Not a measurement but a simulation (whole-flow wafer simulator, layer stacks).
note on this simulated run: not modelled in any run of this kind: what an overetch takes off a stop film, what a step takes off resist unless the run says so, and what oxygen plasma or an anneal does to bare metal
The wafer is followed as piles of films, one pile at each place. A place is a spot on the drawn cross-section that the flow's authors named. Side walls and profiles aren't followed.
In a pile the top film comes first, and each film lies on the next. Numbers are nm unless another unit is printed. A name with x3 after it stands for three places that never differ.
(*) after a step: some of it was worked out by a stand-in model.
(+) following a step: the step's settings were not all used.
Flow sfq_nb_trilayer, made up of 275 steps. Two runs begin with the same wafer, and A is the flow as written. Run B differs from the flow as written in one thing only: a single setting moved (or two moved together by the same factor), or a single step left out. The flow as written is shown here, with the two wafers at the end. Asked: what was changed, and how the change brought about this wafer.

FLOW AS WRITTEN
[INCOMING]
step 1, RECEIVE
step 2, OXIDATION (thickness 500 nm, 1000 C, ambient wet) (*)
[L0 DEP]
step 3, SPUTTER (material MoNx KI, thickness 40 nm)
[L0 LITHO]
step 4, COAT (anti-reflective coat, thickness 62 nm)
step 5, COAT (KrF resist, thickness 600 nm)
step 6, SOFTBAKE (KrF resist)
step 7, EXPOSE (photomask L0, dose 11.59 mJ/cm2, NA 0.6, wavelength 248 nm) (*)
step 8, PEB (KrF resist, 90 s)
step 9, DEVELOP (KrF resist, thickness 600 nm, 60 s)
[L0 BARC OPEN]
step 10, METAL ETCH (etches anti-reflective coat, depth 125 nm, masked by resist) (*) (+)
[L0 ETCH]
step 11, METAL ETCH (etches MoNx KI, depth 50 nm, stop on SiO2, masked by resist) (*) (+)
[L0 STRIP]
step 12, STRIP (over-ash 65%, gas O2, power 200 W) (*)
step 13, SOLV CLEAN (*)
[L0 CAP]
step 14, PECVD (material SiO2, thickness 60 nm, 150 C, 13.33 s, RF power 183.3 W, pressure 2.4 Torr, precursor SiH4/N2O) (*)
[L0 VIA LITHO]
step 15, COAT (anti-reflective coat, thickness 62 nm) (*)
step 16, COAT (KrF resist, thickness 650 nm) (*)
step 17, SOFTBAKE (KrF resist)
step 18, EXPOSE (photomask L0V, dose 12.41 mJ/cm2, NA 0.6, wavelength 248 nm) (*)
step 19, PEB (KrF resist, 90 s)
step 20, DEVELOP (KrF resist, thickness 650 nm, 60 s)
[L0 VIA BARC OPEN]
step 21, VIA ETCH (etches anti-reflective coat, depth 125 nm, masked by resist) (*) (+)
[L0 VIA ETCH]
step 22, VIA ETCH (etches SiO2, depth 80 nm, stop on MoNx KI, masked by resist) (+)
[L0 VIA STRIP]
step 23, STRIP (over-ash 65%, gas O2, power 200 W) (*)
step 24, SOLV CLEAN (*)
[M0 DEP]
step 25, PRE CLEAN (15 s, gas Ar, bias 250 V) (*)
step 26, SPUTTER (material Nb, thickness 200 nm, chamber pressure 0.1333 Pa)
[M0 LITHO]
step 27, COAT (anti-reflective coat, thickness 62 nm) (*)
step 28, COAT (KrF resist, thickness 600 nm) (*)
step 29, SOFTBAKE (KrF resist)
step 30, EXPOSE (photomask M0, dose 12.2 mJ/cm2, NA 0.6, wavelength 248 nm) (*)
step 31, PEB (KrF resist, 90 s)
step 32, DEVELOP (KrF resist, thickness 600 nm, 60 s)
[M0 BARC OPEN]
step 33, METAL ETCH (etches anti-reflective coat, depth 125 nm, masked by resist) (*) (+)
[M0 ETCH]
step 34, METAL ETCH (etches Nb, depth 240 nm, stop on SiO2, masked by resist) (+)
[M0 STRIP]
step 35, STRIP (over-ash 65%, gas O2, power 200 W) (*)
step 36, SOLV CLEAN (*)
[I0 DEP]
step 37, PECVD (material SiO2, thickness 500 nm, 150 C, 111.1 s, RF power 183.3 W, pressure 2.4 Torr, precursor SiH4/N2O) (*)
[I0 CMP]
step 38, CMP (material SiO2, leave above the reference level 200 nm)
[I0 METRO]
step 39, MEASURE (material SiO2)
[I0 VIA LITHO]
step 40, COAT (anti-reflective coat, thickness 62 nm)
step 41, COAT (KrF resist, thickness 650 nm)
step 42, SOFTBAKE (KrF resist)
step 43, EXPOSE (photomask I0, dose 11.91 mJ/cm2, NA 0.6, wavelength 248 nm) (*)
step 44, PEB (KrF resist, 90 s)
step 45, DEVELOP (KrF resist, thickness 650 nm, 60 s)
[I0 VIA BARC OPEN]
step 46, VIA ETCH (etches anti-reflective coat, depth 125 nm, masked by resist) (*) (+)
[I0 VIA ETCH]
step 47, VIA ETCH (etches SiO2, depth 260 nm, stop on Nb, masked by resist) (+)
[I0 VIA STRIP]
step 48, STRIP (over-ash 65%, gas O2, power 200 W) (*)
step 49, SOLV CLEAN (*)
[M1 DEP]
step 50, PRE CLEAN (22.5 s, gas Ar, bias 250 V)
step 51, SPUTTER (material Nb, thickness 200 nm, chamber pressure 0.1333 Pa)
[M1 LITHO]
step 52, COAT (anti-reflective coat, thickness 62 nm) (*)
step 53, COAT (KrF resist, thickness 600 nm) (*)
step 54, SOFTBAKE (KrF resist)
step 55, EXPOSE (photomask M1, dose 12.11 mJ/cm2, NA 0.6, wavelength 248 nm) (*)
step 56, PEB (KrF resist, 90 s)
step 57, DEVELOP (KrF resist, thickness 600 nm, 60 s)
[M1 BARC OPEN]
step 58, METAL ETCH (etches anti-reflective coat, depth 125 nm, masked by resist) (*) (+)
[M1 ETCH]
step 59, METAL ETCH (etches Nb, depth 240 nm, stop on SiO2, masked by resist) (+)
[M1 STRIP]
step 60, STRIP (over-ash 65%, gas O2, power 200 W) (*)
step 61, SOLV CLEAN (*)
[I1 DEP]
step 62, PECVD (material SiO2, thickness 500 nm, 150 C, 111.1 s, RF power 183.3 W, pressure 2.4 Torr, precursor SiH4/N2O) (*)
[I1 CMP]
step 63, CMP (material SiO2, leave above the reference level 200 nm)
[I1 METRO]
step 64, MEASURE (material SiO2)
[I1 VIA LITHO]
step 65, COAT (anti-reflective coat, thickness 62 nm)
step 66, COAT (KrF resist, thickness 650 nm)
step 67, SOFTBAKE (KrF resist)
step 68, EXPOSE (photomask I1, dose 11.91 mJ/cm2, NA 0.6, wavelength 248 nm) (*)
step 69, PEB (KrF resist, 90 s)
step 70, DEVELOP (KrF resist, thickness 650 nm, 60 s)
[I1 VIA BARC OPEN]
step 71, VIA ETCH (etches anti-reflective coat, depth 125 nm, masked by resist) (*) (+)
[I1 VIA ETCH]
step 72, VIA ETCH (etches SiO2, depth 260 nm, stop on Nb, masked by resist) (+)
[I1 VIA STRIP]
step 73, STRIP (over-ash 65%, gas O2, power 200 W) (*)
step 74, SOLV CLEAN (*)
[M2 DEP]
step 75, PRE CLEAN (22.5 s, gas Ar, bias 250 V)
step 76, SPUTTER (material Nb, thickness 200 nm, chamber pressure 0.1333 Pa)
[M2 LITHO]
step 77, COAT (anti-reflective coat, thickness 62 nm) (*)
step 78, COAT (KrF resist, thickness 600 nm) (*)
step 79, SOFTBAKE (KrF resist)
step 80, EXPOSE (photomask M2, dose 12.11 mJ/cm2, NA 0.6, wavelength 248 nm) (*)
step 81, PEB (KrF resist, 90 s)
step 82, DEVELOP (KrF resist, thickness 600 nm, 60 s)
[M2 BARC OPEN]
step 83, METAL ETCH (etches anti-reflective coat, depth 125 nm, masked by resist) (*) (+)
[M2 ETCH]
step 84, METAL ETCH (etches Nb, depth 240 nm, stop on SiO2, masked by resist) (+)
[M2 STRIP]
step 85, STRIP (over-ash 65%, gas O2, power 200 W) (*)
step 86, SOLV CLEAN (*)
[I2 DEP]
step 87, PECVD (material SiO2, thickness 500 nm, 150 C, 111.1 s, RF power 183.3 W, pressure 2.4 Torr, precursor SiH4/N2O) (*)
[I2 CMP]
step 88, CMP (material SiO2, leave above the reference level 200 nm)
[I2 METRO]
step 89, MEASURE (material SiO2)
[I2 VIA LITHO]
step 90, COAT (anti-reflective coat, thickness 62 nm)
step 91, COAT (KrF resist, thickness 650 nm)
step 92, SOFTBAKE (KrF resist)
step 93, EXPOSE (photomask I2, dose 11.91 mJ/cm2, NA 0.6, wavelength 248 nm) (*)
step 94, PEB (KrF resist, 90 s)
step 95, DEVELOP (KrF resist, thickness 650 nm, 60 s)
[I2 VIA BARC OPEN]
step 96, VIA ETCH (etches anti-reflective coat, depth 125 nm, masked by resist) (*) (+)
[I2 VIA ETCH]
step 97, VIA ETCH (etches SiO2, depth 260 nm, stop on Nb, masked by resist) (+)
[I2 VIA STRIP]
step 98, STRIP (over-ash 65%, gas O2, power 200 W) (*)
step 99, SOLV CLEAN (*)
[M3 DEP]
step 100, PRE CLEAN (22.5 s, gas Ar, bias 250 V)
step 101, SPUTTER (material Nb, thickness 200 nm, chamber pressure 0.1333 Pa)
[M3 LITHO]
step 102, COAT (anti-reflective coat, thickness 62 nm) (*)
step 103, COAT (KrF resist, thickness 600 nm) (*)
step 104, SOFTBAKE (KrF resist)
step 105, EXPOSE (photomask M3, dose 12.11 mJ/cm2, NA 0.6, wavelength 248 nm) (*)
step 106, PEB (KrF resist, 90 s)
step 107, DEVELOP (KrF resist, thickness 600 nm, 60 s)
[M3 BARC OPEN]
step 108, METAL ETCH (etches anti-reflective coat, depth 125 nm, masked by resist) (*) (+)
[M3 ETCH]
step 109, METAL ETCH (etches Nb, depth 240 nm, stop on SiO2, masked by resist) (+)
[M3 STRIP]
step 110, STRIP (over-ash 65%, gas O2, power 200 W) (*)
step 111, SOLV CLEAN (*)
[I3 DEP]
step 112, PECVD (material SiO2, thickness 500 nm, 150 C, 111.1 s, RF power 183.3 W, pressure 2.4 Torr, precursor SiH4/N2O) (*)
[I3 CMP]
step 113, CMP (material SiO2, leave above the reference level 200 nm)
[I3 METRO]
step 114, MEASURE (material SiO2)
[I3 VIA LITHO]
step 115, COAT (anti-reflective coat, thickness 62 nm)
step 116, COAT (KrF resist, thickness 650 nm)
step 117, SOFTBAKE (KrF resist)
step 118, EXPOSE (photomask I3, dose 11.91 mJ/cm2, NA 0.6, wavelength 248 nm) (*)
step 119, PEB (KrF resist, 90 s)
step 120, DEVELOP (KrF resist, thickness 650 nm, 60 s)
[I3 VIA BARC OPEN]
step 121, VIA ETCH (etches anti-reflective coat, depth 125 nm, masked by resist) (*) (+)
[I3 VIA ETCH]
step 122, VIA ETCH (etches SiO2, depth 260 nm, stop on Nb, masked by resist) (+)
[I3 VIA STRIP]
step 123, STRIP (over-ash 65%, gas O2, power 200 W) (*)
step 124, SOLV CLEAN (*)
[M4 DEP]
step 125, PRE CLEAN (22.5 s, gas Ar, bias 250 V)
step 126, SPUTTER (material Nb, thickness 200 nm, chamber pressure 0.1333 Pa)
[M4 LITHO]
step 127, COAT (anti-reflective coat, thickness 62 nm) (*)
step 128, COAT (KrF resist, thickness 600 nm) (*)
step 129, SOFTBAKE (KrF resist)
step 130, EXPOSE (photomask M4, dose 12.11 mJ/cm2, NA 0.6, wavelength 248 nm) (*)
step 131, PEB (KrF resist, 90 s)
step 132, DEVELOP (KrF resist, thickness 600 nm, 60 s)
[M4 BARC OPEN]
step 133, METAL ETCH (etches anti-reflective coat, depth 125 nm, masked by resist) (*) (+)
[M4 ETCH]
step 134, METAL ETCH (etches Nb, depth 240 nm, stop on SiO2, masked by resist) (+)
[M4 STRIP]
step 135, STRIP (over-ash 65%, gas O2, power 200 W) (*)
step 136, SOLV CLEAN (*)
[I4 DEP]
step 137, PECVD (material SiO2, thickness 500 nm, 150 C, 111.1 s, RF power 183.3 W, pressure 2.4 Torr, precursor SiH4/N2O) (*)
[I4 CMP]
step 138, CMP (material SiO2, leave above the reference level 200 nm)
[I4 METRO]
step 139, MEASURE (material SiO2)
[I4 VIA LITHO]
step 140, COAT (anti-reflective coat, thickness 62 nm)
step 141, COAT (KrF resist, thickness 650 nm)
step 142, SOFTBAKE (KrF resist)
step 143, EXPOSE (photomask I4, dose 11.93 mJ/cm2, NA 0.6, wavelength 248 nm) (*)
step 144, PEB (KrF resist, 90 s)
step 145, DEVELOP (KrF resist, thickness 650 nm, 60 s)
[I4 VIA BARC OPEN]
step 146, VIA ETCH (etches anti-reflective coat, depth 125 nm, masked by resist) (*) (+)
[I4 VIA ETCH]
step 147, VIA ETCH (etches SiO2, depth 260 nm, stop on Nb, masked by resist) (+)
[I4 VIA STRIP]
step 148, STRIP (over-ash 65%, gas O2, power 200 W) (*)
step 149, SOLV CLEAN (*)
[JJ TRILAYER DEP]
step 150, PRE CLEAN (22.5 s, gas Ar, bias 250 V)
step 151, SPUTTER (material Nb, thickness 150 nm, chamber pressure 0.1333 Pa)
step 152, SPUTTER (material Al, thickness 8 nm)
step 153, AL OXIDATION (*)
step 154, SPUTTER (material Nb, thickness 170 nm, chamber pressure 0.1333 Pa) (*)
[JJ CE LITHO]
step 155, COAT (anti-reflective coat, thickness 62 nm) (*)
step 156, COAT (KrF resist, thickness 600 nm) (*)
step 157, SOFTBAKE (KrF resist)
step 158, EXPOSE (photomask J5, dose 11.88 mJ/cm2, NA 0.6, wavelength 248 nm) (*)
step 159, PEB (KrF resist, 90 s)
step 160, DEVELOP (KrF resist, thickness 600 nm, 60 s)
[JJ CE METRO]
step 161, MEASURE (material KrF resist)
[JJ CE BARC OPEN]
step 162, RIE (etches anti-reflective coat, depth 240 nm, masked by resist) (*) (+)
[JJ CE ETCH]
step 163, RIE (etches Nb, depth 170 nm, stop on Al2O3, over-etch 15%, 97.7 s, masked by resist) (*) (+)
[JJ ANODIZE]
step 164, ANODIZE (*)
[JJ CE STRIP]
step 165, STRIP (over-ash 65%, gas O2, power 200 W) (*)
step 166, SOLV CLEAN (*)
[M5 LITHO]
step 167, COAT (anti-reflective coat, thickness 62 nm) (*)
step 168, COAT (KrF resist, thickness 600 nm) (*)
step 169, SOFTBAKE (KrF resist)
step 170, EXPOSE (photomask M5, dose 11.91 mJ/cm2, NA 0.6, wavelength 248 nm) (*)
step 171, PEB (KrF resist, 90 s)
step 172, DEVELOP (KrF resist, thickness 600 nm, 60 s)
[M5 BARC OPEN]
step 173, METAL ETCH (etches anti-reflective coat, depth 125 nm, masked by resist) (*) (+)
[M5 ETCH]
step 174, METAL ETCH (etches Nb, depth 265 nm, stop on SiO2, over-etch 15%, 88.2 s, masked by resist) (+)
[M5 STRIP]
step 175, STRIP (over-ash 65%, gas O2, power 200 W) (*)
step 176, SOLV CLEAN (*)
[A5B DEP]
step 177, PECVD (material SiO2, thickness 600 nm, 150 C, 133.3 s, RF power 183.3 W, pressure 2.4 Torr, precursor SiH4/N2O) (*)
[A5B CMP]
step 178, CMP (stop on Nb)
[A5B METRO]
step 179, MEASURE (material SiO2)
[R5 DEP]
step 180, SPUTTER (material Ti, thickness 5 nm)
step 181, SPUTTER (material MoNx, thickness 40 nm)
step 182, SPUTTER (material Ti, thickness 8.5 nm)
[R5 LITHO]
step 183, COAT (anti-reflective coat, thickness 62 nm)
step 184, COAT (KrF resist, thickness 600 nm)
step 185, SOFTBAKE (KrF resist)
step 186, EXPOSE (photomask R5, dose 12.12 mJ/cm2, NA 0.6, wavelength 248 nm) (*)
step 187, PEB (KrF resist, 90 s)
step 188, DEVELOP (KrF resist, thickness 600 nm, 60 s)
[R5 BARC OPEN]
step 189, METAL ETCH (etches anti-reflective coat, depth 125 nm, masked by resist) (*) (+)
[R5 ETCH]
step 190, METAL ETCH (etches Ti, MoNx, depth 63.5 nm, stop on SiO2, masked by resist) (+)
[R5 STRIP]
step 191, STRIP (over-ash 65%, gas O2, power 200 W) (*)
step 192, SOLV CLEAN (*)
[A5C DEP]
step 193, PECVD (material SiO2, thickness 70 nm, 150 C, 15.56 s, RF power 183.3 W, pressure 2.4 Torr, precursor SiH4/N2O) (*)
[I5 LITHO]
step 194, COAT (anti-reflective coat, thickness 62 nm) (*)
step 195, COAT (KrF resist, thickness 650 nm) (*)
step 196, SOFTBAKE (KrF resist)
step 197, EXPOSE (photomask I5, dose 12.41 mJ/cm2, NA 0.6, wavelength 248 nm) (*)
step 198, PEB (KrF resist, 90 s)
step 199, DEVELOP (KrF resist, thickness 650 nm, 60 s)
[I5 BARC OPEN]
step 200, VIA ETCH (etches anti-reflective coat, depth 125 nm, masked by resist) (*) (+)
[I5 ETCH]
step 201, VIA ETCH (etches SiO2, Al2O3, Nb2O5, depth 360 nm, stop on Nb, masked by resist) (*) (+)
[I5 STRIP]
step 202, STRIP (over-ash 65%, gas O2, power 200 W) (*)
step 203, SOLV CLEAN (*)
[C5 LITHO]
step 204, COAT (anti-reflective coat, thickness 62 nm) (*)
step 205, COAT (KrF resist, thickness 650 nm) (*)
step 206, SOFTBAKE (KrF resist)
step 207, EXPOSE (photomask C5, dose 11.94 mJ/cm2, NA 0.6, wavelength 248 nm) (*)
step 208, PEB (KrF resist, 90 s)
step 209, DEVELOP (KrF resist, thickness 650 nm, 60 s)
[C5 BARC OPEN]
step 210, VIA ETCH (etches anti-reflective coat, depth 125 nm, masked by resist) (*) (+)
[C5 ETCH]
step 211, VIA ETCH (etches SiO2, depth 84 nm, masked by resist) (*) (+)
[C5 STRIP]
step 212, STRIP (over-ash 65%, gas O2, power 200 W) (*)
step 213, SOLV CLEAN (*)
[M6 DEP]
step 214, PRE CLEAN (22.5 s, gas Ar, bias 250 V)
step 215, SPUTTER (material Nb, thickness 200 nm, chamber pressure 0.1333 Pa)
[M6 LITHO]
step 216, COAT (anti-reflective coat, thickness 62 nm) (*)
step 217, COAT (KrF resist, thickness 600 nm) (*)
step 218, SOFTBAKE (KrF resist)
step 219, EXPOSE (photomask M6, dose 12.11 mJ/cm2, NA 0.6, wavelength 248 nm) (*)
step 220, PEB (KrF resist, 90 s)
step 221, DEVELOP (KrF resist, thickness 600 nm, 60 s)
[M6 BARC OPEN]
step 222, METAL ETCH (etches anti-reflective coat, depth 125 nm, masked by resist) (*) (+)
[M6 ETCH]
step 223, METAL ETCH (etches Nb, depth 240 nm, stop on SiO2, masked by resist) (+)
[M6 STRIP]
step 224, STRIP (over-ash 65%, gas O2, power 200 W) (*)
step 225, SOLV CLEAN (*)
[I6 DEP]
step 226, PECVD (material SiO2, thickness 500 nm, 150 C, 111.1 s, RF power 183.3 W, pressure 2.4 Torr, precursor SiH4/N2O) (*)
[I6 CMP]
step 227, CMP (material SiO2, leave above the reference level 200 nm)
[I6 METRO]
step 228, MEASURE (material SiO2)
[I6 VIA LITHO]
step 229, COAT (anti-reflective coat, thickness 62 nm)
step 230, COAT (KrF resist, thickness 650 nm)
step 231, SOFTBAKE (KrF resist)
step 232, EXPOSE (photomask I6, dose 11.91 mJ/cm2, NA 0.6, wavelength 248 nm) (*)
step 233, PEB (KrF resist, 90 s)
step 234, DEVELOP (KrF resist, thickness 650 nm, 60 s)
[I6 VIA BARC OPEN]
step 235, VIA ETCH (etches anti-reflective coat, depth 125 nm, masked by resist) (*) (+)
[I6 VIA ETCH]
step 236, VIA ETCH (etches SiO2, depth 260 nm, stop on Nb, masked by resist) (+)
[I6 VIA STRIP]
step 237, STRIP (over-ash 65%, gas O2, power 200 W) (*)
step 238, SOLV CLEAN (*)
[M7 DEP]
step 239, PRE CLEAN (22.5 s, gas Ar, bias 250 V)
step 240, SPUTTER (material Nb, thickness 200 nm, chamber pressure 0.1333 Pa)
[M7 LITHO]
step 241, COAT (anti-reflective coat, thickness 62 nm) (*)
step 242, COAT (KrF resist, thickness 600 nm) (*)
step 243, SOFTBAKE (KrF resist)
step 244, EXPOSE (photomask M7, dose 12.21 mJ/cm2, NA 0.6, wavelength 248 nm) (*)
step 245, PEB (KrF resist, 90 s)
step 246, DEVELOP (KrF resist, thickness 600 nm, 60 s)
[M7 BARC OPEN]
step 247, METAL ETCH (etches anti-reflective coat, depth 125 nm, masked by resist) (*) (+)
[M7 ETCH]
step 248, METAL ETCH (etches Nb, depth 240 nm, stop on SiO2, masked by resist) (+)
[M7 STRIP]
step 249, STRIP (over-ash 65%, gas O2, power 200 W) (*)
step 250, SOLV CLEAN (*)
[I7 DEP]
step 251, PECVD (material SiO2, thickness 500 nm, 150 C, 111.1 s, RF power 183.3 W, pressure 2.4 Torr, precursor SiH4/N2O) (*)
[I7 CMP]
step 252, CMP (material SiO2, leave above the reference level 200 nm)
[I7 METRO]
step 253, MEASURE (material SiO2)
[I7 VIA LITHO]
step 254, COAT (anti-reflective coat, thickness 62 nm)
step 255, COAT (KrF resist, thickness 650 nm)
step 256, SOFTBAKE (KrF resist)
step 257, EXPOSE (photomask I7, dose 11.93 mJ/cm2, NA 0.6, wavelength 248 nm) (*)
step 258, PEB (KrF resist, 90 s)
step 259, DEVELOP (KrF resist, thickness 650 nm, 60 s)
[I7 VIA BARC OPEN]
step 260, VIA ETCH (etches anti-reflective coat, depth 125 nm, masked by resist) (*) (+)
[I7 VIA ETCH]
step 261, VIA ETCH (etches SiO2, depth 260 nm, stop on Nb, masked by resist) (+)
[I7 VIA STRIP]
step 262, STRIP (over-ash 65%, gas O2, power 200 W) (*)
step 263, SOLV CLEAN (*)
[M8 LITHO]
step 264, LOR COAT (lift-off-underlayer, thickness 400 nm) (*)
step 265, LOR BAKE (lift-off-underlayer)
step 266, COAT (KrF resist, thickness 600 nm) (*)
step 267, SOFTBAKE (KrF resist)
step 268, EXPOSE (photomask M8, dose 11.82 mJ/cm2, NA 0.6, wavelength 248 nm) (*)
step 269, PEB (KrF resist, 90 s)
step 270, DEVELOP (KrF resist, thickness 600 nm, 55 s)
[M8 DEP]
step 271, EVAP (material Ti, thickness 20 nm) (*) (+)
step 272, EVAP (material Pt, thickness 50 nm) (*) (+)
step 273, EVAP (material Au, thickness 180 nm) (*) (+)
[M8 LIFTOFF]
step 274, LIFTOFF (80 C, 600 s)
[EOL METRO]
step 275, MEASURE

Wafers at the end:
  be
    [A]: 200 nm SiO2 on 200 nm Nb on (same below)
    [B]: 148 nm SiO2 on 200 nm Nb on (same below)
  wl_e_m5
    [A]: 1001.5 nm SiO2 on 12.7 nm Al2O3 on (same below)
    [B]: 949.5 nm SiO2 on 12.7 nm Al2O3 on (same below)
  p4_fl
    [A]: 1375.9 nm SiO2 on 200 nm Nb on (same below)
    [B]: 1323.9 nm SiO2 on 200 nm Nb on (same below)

What caused this: step 252, CMP: leave above the reference level 148 nm was run, while the flow as written has leave above the reference level 200 nm.
The wafer lets one read it off: be has SiO2 148, and step 252 as written asks for 200 nm.

How this came from the change, step by step:
  step 252, CMP (material SiO2, leave above the reference level 200 nm)
      field_l, p4_fl, p4_fm and 56 more: A -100 SiO2 | B -152 SiO2
      v_sur, via_wl, via_w and 37 more: A -300 SiO2 | B -352 SiO2
      (also at 7 further places)
  step 261, VIA ETCH (etches SiO2, depth 260 nm, stop on Nb, masked by resist) (+)
      field_l, v_sur, via_sp and 100 more: A -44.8 KrF resist | B -38.2 KrF resist
      via_wl, via_w, via_wr: A -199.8 SiO2 (all of it) | B -147.8 SiO2 (all of it)
  step 264, LOR COAT (lift-off-underlayer, thickness 400 nm) (*)
      via_wl, via_wr: A +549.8 lift-off-underlayer (new film) | B +510.8 lift-off-underlayer (new film)
      v_sur: A +369.4 lift-off-underlayer (new film) | B +377.4 lift-off-underlayer (new film)
      (also at 1 further place)
  step 270, DEVELOP (KrF resist, thickness 600 nm, 55 s)
      v_sur: A -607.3 KrF resist (all of it), -369.4 lift-off-underlayer (all of it) | B -605.1 KrF resist (all of it), -377.4 lift-off-underlayer (all of it)
      via_wl: A -623.9 KrF resist (all of it), -549.8 lift-off-underlayer (all of it) | B -617.3 KrF resist (all of it), -510.8 lift-off-underlayer (all of it)
      (also at 2 further places)
